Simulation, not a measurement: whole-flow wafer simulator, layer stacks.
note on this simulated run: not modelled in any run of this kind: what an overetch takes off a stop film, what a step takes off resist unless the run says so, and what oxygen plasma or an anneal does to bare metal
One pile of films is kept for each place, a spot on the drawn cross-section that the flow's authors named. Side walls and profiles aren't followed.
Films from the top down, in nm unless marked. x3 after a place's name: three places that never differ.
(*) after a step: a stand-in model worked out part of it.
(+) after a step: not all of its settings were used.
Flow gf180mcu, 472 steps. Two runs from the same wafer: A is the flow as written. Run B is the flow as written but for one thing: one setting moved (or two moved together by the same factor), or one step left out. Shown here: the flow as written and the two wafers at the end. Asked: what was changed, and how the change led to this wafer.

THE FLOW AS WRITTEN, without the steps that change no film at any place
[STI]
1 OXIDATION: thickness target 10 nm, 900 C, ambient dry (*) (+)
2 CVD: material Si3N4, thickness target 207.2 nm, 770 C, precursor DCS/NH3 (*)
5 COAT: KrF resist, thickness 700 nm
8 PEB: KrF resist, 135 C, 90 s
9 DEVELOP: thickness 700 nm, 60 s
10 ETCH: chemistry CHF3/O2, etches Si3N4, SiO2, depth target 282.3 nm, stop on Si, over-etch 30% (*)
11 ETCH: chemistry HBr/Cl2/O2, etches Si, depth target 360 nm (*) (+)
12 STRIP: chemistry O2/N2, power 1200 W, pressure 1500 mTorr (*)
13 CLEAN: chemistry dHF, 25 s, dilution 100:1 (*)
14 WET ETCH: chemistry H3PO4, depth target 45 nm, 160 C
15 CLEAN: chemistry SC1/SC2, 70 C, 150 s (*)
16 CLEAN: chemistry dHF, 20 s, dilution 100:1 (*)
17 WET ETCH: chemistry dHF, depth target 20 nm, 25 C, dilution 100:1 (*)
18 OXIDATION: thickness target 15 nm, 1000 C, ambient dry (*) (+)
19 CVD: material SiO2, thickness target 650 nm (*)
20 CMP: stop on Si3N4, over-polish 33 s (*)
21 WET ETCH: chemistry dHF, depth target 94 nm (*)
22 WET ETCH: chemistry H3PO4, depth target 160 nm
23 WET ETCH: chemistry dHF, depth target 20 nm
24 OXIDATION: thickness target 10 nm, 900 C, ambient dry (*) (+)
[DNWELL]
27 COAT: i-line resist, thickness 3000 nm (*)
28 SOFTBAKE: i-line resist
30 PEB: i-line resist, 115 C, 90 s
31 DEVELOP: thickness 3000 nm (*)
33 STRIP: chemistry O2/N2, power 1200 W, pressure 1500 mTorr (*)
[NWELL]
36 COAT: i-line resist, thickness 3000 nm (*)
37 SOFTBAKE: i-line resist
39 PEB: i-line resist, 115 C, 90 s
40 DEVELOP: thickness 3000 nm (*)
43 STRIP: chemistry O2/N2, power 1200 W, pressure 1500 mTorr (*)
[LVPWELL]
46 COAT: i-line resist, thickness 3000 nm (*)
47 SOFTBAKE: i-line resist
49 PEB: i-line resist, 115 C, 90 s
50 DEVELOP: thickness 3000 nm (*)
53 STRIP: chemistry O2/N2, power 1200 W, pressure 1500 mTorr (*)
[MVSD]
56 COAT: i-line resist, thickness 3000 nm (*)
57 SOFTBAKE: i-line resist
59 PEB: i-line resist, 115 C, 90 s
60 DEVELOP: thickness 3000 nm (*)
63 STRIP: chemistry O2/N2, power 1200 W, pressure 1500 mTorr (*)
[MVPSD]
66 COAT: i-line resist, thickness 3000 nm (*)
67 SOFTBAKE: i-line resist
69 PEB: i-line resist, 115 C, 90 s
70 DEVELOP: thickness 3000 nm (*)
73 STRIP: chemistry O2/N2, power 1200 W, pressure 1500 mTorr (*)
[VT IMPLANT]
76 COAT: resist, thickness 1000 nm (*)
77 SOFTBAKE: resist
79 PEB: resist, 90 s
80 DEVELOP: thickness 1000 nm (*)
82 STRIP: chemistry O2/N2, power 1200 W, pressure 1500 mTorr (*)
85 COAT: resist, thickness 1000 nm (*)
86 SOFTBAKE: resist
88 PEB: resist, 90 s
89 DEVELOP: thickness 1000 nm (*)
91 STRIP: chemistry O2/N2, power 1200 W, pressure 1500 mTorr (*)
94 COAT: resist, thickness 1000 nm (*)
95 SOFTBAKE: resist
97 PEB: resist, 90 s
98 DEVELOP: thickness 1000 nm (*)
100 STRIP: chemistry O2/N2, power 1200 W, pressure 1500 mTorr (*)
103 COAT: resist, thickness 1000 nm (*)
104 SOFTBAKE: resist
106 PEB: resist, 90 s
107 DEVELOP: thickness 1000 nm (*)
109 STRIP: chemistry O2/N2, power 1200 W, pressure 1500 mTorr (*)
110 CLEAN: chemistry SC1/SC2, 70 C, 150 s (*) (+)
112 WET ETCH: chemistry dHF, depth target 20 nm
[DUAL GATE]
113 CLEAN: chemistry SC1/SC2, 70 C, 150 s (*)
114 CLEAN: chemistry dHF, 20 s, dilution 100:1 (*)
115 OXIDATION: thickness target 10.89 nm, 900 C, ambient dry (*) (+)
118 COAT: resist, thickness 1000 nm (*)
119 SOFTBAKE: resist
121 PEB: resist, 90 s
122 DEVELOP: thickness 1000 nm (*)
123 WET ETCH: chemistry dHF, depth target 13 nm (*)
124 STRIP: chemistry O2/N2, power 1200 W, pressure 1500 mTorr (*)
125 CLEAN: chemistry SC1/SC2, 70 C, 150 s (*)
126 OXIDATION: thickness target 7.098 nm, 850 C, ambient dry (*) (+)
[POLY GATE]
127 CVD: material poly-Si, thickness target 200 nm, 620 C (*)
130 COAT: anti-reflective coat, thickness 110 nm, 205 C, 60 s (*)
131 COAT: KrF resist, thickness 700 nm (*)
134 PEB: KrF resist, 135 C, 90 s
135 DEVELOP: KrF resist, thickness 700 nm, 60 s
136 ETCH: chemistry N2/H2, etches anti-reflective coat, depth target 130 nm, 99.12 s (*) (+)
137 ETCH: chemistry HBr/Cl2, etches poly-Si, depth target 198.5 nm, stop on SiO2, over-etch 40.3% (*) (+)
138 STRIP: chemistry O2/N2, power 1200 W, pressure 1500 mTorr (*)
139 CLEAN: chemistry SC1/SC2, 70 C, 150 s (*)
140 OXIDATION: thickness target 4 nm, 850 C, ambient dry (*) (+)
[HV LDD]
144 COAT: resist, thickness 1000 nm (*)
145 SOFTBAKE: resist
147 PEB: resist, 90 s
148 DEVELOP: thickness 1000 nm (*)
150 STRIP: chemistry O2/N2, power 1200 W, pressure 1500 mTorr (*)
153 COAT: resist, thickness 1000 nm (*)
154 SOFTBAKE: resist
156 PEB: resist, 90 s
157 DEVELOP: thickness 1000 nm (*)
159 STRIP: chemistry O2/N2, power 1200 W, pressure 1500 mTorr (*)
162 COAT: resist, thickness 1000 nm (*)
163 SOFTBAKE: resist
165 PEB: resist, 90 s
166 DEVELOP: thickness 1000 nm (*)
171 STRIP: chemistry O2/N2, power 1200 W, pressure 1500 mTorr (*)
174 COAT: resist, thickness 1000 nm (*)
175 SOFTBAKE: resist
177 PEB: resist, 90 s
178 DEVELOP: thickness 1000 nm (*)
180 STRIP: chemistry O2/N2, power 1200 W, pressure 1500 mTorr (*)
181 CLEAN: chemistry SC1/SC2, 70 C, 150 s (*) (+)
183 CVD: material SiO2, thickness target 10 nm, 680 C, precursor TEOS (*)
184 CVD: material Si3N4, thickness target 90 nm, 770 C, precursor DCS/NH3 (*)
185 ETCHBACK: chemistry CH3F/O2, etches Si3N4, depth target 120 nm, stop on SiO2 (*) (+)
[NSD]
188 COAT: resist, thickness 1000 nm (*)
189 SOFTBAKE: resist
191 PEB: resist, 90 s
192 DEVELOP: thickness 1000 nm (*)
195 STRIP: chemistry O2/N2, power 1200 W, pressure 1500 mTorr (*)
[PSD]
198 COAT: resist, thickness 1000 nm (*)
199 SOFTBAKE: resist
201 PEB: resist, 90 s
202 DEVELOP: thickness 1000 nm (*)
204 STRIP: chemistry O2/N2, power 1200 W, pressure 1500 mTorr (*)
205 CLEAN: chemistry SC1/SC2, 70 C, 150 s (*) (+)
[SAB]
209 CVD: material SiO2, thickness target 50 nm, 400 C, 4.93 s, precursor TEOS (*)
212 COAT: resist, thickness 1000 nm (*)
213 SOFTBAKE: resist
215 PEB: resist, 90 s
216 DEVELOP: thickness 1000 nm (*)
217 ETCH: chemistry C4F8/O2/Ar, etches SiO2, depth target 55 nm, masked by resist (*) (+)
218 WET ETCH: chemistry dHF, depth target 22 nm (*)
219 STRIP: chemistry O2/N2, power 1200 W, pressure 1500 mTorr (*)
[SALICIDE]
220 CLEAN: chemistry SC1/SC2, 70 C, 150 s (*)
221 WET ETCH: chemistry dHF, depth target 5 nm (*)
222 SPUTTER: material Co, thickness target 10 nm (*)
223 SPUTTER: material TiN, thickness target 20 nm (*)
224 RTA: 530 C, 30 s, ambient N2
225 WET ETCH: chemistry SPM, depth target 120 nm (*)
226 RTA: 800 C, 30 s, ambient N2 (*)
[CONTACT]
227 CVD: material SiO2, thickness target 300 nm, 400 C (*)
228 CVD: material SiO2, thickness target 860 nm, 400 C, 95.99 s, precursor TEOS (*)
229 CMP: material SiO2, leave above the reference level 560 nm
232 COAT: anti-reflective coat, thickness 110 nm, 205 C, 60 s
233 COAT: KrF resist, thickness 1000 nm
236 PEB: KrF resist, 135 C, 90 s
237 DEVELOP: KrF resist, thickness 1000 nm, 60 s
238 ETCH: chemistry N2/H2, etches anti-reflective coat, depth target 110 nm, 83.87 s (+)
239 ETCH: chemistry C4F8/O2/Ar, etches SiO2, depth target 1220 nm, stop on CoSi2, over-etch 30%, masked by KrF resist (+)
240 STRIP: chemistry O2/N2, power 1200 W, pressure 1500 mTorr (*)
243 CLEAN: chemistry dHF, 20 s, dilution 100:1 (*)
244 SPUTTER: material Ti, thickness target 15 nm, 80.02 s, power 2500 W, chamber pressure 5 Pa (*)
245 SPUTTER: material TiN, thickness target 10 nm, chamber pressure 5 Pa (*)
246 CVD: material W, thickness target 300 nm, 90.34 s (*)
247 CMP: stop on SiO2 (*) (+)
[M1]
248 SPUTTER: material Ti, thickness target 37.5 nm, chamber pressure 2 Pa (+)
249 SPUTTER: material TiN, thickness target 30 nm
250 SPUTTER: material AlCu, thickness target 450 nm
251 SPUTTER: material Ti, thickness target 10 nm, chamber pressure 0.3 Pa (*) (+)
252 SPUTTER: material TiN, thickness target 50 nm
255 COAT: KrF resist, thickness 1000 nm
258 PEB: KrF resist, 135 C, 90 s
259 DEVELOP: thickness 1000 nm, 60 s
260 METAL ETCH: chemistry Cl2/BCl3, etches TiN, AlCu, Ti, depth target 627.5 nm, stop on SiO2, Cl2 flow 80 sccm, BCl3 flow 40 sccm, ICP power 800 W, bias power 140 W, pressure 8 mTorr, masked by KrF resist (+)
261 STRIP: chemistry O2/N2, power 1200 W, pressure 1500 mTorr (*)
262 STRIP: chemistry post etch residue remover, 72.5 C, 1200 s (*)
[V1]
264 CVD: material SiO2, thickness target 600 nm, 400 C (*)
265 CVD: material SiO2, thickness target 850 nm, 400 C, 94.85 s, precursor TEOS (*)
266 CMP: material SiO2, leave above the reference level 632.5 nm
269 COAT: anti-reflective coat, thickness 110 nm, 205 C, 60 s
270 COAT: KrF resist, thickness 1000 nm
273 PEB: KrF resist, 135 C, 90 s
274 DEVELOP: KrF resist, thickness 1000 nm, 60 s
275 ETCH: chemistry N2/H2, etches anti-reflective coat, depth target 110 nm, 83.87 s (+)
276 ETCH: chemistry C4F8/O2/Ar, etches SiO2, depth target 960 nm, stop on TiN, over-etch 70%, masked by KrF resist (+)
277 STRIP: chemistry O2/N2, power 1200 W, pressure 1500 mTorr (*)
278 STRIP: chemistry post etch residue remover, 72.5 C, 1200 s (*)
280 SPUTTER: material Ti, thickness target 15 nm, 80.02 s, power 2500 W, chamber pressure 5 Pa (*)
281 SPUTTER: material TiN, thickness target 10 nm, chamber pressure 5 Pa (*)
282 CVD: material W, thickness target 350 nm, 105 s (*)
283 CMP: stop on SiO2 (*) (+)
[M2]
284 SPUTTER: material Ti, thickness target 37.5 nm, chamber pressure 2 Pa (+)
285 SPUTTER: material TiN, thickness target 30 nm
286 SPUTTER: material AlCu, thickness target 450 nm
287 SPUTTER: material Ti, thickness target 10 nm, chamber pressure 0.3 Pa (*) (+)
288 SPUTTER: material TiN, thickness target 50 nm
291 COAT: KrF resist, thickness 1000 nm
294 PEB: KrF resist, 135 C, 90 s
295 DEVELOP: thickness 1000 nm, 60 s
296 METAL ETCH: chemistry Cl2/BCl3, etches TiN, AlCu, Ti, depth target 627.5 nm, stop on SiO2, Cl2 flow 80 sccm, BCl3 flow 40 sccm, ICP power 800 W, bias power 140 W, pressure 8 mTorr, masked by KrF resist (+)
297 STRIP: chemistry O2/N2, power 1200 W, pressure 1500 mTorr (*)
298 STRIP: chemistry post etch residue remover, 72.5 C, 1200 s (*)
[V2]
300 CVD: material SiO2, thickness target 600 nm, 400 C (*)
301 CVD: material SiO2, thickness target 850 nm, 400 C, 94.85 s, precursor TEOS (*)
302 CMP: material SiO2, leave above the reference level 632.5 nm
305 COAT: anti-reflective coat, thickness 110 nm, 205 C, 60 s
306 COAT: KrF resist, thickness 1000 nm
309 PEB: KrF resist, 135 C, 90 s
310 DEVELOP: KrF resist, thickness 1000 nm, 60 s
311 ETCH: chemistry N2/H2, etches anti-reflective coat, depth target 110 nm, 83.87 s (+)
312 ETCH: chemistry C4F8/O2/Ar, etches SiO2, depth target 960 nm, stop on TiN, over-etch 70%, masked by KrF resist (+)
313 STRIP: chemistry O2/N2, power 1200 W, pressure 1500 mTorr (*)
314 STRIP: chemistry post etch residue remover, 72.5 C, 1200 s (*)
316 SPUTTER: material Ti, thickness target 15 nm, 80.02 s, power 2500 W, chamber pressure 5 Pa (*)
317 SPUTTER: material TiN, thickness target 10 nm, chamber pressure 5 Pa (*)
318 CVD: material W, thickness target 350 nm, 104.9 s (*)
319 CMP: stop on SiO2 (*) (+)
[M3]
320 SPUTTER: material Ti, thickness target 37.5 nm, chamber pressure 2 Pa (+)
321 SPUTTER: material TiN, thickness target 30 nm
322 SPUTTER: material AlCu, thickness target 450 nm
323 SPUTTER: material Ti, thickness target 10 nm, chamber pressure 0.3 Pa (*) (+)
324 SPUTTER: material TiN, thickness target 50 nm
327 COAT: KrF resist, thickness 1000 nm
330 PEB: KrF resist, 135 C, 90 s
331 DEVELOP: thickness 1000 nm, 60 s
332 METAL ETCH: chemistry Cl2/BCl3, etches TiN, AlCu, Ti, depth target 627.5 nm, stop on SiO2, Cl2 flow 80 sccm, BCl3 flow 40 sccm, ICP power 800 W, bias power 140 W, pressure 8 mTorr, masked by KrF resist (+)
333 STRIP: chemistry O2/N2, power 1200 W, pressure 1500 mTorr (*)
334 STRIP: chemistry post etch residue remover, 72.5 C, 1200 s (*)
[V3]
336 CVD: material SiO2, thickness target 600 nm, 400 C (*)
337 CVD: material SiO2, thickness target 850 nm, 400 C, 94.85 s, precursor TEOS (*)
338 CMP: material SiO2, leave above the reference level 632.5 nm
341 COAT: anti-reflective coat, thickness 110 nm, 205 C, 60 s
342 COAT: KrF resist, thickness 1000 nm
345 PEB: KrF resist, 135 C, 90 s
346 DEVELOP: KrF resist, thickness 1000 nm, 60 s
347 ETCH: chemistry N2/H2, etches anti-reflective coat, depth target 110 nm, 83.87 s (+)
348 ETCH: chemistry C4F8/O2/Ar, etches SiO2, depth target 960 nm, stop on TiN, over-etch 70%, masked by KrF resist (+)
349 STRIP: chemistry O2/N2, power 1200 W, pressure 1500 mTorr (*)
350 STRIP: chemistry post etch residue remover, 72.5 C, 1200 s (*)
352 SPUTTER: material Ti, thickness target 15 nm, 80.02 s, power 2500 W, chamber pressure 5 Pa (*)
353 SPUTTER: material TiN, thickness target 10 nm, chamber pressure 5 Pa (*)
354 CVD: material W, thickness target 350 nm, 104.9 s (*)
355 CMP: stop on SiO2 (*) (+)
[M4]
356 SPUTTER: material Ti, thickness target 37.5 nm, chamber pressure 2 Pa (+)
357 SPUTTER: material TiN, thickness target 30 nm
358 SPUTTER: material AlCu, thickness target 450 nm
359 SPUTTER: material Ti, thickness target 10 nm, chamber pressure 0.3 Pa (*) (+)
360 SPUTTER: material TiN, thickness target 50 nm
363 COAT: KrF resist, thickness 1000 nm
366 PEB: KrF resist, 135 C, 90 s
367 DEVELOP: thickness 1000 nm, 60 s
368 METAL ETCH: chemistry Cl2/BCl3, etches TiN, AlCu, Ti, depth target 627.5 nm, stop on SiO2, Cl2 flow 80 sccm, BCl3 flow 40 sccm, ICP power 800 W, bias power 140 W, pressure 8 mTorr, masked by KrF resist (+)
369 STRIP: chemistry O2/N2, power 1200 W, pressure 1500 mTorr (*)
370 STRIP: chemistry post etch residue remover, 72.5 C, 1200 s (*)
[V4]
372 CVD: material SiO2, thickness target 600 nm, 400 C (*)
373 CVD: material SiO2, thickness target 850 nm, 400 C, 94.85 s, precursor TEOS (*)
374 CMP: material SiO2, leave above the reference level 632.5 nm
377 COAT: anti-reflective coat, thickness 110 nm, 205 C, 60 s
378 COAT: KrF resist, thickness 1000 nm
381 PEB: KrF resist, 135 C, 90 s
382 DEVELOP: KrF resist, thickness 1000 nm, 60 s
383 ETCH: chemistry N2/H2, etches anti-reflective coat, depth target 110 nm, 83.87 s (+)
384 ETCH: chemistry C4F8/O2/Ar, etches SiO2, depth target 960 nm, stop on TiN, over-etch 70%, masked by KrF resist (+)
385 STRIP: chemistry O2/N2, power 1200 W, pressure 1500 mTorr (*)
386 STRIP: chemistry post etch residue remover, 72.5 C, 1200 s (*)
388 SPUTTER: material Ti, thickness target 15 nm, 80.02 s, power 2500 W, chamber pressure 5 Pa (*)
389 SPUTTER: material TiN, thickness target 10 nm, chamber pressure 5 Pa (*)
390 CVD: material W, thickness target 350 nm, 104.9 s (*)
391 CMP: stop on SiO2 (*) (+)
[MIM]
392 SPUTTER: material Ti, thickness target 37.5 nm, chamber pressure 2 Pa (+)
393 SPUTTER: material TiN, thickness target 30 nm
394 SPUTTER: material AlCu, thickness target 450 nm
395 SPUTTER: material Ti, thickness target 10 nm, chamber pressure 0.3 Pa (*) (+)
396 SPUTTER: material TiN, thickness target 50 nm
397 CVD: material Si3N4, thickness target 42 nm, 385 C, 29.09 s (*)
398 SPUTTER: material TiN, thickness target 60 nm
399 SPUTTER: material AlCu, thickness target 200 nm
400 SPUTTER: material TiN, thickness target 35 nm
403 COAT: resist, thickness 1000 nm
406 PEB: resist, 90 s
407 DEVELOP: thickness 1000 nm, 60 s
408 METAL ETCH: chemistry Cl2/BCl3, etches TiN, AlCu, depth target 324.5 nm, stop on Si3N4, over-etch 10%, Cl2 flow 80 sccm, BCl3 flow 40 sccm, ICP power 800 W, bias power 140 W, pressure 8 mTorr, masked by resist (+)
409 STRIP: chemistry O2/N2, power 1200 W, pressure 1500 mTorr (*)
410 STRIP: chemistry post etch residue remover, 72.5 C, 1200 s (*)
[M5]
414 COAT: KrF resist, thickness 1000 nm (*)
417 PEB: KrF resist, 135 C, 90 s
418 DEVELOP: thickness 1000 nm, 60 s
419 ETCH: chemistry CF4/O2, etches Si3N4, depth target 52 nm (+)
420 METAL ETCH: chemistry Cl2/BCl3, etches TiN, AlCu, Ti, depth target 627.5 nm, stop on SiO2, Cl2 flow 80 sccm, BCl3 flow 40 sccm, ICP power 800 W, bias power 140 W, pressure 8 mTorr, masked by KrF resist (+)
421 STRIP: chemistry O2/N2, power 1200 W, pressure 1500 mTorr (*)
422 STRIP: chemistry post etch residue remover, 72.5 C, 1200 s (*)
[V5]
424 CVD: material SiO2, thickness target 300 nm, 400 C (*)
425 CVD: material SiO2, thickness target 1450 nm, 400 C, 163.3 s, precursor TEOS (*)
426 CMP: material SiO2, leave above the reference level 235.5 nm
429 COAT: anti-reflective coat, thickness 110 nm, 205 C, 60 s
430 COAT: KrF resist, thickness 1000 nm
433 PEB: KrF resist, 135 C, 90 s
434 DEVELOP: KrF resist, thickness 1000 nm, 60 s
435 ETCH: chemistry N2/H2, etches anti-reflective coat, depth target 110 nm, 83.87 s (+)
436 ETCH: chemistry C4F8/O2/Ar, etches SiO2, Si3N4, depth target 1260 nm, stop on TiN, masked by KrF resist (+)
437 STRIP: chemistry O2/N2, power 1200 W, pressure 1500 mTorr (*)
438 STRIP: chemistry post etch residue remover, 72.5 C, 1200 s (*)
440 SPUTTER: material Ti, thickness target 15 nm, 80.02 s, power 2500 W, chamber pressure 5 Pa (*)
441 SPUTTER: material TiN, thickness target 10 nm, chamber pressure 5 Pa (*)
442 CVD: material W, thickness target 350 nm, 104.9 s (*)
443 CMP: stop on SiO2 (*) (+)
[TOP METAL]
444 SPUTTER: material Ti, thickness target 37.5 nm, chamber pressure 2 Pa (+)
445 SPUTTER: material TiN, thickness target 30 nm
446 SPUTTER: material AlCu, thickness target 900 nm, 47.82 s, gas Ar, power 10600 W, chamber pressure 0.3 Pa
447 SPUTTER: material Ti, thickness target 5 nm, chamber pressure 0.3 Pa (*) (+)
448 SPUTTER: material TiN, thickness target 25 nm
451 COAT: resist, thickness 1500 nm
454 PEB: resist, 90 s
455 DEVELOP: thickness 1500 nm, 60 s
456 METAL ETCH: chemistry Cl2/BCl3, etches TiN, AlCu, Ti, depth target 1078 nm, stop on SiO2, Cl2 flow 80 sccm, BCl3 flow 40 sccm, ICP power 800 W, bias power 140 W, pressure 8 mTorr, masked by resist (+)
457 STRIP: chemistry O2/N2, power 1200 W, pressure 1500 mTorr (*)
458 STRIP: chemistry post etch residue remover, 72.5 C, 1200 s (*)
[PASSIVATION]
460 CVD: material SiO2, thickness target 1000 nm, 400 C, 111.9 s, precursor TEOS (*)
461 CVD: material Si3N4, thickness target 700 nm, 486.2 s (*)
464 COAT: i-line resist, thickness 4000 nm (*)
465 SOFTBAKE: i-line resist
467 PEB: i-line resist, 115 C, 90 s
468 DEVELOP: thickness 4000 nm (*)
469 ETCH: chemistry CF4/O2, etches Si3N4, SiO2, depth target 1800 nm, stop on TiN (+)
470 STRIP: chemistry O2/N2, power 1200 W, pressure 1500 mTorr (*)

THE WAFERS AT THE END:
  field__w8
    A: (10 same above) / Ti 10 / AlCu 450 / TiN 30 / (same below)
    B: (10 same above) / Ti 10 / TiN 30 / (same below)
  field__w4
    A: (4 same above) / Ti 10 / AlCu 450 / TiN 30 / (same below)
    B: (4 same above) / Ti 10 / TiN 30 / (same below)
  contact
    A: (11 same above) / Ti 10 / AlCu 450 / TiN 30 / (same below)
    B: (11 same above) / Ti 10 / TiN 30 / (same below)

The cause: step 394, SPUTTER: material AlCu, thickness target 450 nm, was left out.

How the change led to this, step by step:
  420 METAL ETCH: chemistry Cl2/BCl3, etches TiN, AlCu, Ti, depth target 627.5 nm, stop on SiO2, Cl2 flow 80 sccm, BCl3 flow 40 sccm, ICP power 800 W, bias power 140 W, pressure 8 mTorr, masked by KrF resist (+)
      field, field__w1, field__w2 and 101 more: A TiN -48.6 (all of it), Ti -10 (all of it), AlCu -450 (all of it), TiN -30 (all of it), Ti -37.5 (all of it) | B TiN -48.6 (all of it), Ti -10 (all of it), TiN -30 (all of it), Ti -37.5 (all of it)
      field__w4, field__w8, contact, m1, m1__w1, mim, mim_1p0, m1_nw: A KrF resist -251 | B KrF resist -75.6
  421 STRIP: chemistry O2/N2, power 1200 W, pressure 1500 mTorr (*)
      field__w8, m1__w1: A KrF resist -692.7 (all of it) | B KrF resist -868.1 (all of it)
      contact, m1: A KrF resist -693.2 (all of it) | B KrF resist -868.5 (all of it)
      (and at 4 more places)
  426 CMP: material SiO2, leave above the reference level 235.5 nm
      field, field__w1, field__w5 and 92 more: A SiO2 -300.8 | B SiO2 -750.8
      field__w2, field__w3, field__w12 and 6 more: A SiO2 -272.7 | B SiO2 -750.8
